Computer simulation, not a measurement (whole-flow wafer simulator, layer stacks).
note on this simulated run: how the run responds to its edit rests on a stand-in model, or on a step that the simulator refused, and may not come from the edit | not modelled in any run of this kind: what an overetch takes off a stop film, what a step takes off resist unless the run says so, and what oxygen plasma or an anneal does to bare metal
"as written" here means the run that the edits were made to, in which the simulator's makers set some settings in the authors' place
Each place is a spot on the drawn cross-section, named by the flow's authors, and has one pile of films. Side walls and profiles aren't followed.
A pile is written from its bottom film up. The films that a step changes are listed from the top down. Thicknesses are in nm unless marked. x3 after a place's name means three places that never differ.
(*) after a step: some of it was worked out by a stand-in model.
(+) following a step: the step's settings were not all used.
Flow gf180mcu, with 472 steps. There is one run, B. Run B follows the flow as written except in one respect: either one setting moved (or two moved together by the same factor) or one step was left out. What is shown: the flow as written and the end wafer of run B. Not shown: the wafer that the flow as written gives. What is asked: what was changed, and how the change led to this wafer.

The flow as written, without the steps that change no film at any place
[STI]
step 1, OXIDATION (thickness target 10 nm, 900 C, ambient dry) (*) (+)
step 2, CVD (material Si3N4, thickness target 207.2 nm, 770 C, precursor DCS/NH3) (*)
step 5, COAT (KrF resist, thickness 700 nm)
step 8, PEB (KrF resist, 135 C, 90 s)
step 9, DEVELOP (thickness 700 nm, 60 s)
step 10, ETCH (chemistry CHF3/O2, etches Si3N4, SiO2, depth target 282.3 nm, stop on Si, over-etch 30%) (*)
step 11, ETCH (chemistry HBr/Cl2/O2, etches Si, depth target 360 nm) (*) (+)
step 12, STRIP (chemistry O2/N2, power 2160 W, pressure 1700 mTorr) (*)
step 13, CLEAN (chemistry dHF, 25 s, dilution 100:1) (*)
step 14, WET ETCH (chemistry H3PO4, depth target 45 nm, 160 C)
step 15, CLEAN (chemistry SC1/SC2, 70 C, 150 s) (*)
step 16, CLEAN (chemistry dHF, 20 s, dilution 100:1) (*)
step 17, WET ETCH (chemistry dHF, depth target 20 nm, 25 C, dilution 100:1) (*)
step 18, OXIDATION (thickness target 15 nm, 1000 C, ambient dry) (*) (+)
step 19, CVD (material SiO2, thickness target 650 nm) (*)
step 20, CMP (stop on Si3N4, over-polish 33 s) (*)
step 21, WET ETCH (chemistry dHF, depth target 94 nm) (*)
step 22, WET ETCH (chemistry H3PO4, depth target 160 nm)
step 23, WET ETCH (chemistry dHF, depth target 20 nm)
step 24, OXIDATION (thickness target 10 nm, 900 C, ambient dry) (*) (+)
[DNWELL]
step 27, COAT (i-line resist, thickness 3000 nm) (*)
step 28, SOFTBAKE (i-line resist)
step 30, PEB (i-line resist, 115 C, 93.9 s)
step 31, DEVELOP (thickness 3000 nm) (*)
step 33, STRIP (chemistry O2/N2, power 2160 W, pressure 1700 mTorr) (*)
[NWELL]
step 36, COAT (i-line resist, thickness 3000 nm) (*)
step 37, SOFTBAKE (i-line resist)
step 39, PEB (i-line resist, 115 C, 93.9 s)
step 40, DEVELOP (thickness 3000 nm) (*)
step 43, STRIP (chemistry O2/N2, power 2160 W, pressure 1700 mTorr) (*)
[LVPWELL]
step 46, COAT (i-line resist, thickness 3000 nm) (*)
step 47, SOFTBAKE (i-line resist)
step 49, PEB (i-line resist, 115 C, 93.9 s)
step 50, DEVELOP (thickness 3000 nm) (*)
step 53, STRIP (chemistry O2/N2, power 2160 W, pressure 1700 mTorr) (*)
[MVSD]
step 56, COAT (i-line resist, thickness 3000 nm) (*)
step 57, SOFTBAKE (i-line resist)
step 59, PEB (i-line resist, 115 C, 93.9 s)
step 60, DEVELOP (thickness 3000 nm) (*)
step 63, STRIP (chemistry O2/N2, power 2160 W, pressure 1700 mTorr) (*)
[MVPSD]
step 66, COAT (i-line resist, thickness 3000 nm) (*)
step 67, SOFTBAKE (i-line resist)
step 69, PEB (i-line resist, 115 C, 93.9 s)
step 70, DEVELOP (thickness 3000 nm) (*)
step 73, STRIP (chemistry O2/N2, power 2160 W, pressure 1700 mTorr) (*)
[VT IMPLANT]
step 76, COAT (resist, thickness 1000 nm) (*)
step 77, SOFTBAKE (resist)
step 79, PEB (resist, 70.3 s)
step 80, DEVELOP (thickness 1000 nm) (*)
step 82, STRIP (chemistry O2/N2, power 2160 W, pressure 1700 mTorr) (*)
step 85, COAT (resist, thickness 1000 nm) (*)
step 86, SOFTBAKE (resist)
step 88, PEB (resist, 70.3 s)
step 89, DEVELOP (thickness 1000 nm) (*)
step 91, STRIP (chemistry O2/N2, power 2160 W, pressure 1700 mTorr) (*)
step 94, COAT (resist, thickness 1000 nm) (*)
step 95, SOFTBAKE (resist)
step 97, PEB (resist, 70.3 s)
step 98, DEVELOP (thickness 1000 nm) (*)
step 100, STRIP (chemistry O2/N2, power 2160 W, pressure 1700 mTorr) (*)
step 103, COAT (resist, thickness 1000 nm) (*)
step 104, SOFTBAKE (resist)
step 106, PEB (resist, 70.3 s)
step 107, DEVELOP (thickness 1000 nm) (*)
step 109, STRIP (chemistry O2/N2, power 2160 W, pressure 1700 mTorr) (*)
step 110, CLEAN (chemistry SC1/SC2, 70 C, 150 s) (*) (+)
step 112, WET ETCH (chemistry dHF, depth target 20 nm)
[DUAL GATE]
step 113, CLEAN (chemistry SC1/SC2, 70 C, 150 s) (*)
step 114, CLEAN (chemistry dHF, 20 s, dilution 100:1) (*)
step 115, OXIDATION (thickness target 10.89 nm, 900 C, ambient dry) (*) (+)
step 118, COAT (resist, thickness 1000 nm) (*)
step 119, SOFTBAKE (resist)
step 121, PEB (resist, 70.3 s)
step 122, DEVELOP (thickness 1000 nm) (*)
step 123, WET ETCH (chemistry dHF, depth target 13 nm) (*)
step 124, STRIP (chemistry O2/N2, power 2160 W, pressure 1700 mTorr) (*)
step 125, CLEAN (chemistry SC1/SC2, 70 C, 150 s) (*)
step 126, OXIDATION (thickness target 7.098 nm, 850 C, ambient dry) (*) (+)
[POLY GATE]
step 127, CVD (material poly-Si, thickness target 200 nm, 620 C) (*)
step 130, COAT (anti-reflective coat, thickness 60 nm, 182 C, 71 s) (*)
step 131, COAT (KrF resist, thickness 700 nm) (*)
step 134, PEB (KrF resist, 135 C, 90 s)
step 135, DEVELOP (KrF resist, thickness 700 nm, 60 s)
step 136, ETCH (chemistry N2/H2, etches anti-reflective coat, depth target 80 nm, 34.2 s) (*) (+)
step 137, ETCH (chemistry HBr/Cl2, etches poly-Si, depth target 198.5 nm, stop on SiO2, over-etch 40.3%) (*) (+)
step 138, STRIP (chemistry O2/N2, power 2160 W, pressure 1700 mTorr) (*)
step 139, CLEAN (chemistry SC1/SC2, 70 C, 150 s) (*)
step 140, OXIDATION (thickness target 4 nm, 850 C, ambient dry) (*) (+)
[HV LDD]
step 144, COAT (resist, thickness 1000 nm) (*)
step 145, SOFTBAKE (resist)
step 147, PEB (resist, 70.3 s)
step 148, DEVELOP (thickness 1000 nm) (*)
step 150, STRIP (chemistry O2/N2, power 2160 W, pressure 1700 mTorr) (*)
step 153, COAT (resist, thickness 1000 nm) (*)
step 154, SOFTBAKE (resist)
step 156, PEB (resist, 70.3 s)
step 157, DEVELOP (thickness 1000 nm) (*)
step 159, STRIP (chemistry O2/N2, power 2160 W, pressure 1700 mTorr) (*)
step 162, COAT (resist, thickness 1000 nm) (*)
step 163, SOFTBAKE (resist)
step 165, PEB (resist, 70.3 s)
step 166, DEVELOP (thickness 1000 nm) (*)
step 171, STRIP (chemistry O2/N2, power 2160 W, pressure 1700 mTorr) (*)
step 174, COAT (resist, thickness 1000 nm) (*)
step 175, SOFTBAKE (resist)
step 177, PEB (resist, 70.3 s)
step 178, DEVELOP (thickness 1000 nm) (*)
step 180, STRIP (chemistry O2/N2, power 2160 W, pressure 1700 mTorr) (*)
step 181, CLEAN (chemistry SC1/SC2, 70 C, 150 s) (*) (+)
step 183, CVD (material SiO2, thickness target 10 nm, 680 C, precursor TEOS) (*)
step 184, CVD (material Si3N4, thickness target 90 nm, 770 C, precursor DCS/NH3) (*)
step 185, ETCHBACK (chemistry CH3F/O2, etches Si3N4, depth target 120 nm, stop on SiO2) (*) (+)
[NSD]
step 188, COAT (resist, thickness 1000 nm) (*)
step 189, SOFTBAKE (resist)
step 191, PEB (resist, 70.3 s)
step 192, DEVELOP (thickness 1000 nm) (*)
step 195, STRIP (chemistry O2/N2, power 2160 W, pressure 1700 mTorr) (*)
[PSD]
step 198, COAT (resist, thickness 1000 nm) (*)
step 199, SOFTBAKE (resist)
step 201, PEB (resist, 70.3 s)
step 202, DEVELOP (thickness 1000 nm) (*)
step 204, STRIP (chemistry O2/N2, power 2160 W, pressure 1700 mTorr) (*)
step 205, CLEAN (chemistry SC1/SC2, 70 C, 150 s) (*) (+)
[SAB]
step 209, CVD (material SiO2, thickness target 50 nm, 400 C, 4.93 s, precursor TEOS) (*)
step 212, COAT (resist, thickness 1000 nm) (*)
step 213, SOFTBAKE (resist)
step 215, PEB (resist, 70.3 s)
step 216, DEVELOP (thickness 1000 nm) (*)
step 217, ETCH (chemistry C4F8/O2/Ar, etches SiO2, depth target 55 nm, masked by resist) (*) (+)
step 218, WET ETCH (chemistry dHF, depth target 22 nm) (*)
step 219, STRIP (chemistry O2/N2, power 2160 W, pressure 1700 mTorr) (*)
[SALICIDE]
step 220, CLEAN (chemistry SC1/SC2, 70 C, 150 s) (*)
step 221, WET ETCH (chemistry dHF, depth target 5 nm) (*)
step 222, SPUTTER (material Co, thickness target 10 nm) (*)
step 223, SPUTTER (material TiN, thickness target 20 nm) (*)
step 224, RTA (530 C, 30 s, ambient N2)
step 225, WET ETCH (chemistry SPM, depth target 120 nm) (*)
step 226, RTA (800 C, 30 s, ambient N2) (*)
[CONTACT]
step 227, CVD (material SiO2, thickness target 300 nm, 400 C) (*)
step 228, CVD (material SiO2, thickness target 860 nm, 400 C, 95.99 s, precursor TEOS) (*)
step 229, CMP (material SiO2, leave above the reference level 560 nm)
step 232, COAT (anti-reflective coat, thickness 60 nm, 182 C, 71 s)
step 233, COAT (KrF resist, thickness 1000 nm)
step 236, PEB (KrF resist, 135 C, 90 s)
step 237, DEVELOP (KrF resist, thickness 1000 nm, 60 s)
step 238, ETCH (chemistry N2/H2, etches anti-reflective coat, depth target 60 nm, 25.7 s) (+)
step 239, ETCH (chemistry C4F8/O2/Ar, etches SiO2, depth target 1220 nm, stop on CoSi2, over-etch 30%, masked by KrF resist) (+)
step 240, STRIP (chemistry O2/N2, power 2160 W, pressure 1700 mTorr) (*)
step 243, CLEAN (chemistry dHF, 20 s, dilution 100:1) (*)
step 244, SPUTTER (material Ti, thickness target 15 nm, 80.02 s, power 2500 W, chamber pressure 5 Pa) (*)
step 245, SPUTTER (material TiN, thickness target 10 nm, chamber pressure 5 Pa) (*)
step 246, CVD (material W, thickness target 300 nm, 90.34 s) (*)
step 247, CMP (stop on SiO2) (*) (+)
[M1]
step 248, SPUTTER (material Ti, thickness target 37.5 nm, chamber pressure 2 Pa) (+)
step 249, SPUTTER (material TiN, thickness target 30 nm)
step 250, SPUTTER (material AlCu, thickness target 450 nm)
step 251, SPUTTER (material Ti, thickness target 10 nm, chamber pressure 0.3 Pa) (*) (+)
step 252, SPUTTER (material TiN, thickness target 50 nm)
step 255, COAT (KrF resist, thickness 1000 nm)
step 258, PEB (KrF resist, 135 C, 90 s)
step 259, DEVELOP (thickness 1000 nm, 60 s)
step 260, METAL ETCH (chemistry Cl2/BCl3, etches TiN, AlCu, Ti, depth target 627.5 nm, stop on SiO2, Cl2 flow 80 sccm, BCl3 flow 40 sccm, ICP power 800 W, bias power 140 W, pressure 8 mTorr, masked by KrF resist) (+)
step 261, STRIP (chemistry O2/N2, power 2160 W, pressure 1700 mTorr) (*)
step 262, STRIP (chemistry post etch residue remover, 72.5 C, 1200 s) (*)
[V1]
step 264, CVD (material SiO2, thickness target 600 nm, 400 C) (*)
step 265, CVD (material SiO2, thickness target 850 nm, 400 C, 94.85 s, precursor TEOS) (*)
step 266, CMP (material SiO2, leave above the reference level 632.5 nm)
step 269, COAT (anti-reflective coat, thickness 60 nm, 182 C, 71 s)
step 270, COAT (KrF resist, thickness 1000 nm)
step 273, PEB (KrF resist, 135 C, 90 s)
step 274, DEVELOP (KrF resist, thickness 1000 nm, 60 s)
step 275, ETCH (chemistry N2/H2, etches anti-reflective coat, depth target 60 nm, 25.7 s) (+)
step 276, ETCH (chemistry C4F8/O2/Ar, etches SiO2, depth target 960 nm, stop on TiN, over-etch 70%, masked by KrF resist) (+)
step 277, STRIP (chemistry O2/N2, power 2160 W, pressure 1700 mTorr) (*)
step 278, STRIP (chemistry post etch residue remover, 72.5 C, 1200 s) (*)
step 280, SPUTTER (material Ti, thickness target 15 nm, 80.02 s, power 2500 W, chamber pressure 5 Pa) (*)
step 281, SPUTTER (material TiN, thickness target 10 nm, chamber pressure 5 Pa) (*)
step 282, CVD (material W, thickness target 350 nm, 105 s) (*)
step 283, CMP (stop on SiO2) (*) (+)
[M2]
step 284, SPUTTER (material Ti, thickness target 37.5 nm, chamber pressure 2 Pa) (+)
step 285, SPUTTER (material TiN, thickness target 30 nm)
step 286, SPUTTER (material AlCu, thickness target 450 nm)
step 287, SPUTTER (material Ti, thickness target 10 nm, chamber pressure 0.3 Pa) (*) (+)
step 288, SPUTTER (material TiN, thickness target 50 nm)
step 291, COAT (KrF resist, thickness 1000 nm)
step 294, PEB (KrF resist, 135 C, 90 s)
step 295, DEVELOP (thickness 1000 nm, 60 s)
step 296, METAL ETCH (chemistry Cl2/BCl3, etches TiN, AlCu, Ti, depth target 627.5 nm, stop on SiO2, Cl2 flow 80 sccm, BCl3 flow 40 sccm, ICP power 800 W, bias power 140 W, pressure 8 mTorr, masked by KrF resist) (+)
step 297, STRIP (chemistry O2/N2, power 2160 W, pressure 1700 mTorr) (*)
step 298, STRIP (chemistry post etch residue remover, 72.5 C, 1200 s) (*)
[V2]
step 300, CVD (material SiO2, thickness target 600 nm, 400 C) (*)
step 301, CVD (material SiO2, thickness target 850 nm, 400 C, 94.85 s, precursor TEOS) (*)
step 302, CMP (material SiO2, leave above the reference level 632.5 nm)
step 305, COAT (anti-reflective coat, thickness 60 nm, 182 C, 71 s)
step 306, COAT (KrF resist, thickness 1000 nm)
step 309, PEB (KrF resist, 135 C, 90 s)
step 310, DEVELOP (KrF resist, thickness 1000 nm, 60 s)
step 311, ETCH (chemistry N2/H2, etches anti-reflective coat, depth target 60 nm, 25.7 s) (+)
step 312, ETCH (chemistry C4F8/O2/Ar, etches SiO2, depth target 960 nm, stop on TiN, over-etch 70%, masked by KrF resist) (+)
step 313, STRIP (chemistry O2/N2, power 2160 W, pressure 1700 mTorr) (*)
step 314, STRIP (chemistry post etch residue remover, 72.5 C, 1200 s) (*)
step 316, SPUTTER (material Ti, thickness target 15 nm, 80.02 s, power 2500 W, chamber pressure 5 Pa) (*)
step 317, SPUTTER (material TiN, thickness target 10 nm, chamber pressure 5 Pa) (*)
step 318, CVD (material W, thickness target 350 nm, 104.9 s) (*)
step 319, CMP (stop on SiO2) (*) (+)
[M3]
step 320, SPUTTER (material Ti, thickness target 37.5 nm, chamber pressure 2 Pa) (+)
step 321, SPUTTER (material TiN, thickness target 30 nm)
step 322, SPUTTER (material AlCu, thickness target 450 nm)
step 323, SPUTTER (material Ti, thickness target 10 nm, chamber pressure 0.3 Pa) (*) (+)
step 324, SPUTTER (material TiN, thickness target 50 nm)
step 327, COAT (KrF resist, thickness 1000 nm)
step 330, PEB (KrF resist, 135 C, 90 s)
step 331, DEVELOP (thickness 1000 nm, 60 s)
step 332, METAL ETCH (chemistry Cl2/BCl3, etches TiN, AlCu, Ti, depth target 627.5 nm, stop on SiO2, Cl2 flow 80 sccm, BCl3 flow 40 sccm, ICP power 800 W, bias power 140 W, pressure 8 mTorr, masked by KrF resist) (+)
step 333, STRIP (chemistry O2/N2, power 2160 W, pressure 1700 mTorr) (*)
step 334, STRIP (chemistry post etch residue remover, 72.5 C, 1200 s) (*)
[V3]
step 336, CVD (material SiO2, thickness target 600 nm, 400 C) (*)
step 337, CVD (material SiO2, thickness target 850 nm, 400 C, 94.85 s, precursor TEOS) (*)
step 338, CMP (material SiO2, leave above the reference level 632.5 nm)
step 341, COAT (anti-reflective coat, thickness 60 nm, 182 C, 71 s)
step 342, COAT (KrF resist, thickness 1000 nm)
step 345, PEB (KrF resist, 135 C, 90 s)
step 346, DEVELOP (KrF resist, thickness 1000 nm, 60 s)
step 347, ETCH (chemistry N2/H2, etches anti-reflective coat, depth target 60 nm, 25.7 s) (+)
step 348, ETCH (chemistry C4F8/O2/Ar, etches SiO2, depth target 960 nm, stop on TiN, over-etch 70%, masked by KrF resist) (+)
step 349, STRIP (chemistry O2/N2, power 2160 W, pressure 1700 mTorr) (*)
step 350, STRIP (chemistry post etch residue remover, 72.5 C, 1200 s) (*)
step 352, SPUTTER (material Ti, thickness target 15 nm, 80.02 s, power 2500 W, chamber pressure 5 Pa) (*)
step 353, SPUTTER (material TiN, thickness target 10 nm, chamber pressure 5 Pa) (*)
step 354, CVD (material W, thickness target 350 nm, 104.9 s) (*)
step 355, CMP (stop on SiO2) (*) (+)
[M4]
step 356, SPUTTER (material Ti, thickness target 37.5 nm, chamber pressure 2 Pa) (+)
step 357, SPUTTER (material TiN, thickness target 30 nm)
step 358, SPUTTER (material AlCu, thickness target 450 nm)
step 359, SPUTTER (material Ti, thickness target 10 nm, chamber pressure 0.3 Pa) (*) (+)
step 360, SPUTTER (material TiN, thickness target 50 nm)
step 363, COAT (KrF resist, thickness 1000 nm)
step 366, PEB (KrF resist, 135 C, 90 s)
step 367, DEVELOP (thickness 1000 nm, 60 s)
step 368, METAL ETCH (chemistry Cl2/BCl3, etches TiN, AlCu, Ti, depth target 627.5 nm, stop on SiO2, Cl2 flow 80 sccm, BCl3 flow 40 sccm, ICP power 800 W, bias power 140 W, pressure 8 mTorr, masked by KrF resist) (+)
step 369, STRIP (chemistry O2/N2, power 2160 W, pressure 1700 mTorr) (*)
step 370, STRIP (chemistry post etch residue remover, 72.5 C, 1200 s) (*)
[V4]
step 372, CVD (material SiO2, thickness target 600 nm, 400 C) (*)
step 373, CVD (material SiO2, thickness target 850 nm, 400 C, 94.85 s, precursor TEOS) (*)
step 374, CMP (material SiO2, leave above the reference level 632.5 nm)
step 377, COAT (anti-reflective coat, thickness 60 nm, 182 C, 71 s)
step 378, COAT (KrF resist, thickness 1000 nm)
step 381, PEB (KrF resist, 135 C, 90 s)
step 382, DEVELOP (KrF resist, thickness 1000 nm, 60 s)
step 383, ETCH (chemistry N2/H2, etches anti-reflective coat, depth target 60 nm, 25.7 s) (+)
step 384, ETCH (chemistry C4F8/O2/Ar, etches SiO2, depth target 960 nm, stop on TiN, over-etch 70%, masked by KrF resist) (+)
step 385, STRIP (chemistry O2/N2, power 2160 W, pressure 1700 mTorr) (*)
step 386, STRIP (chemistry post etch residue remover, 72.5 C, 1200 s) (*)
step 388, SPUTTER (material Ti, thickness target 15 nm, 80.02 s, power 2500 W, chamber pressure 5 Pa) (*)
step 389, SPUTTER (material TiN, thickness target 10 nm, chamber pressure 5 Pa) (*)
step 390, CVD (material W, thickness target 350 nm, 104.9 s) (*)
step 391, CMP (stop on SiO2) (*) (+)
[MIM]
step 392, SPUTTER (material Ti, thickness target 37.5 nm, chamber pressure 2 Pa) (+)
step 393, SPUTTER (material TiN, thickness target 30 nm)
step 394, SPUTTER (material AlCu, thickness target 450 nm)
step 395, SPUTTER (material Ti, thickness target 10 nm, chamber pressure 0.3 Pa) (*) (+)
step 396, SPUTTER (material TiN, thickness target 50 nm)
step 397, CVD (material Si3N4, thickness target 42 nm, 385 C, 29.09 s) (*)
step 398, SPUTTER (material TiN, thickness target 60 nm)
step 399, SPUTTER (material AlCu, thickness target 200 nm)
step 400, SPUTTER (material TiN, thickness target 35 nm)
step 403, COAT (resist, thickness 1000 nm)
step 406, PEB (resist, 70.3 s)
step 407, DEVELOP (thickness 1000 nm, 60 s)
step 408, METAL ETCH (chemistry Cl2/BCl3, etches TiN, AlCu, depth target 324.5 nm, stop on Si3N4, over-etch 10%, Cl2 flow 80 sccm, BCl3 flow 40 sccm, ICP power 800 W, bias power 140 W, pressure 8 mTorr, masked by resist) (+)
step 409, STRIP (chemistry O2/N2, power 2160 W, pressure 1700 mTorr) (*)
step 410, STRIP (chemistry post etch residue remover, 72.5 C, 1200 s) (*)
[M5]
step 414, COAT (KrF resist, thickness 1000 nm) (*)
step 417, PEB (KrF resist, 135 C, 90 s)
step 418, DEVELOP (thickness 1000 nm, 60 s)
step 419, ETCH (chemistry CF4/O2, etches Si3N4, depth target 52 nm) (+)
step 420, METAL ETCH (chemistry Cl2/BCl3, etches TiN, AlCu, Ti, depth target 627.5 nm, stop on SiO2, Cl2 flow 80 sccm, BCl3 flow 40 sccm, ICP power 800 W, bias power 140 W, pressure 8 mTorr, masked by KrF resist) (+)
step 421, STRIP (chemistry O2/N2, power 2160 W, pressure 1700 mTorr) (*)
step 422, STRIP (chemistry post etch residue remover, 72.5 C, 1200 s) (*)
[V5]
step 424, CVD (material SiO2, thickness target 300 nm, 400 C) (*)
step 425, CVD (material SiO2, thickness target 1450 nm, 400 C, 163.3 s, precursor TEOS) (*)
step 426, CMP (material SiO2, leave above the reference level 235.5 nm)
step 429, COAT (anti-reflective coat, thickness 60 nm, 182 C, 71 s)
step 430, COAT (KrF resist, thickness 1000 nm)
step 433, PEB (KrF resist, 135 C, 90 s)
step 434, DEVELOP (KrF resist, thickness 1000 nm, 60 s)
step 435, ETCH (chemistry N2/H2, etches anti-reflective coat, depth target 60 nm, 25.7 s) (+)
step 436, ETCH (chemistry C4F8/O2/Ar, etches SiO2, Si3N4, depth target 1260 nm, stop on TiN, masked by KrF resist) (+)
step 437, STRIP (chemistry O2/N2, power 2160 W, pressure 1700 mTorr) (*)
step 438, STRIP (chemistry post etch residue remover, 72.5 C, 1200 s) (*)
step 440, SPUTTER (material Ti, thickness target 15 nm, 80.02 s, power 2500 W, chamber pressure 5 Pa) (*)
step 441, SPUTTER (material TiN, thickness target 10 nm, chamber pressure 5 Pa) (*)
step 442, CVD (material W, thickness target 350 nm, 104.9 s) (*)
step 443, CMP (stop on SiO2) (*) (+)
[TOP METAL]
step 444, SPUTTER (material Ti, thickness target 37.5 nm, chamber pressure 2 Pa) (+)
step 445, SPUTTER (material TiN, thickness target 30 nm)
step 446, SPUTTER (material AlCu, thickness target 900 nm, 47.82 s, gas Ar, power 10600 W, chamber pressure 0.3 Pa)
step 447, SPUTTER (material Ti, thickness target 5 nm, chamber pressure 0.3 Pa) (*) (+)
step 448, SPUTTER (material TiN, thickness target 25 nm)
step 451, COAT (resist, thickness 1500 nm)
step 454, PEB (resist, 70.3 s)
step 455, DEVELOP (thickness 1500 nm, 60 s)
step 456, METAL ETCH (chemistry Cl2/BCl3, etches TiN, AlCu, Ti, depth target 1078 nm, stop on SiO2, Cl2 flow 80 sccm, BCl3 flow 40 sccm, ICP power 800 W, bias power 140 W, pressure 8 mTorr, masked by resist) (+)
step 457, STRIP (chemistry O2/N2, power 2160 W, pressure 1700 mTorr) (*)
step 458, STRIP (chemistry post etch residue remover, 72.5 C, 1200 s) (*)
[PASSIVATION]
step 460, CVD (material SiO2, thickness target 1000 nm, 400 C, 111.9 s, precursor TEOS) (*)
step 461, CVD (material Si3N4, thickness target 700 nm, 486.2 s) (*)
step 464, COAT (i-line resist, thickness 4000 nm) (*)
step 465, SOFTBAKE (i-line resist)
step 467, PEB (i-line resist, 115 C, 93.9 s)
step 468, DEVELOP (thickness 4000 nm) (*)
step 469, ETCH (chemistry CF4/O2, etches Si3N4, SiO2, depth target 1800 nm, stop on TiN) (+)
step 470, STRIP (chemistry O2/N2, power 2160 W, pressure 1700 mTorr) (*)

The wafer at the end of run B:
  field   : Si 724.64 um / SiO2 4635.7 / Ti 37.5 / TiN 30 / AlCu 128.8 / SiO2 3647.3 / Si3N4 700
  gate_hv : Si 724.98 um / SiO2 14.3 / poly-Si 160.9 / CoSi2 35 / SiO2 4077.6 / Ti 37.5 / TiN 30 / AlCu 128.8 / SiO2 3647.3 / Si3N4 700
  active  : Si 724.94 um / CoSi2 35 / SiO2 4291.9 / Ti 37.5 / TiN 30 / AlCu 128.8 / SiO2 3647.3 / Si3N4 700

The reason: step 358, SPUTTER: thickness target 702 nm was run, whereas the flow has thickness target 450 nm.

The path from the change to this, step by step:
  step 358, SPUTTER (material AlCu, thickness target 450 nm)
      field, field__w1, field__w2 and 108 more: +702 AlCu (new film) (in the flow as written it would be: +450 AlCu (new film))
  step 368, METAL ETCH (chemistry Cl2/BCl3, etches TiN, AlCu, Ti, depth target 627.5 nm, stop on SiO2, Cl2 flow 80 sccm, BCl3 flow 40 sccm, ICP power 800 W, bias power 140 W, pressure 8 mTorr, masked by KrF resist) (+)
      field, field__w1, field__w2 and 103 more: -50 TiN (all of it), -10 Ti (all of it), -567.5 AlCu (in the flow as written it would be: -50 TiN (all of it), -10 Ti (all of it), -450 AlCu (all of it), -30 TiN (all of it), -37.5 Ti (all of it))
  step 370, STRIP (chemistry post etch residue remover, 72.5 C, 1200 s) (*)
      field, field__w1, field__w2 and 103 more: -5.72 AlCu (in the flow as written it would be: nothing)
  step 372, CVD (material SiO2, thickness target 600 nm, 400 C) (*)
      field, field__w1, field__w2 and 103 more: +600 SiO2 (new film) (in the flow as written it would be: +600 SiO2)
  step 374, CMP (material SiO2, leave above the reference level 632.5 nm)
      field, field__w1, field__w2 and 103 more: -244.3 SiO2 (in the flow as written it would be: -300 SiO2)
With metal films that touch counted as one body, field has 1 body; the flow as written gives 0 bodies.
With metal films that touch counted as one body, gate_hv has 2 bodies (between them, from the top down: SiO2 4077.6); the flow as written gives 1 body.
With metal films that touch counted as one body, active has 2 bodies (between them, from the top down: SiO2 4291.9); the flow as written gives 1 body.
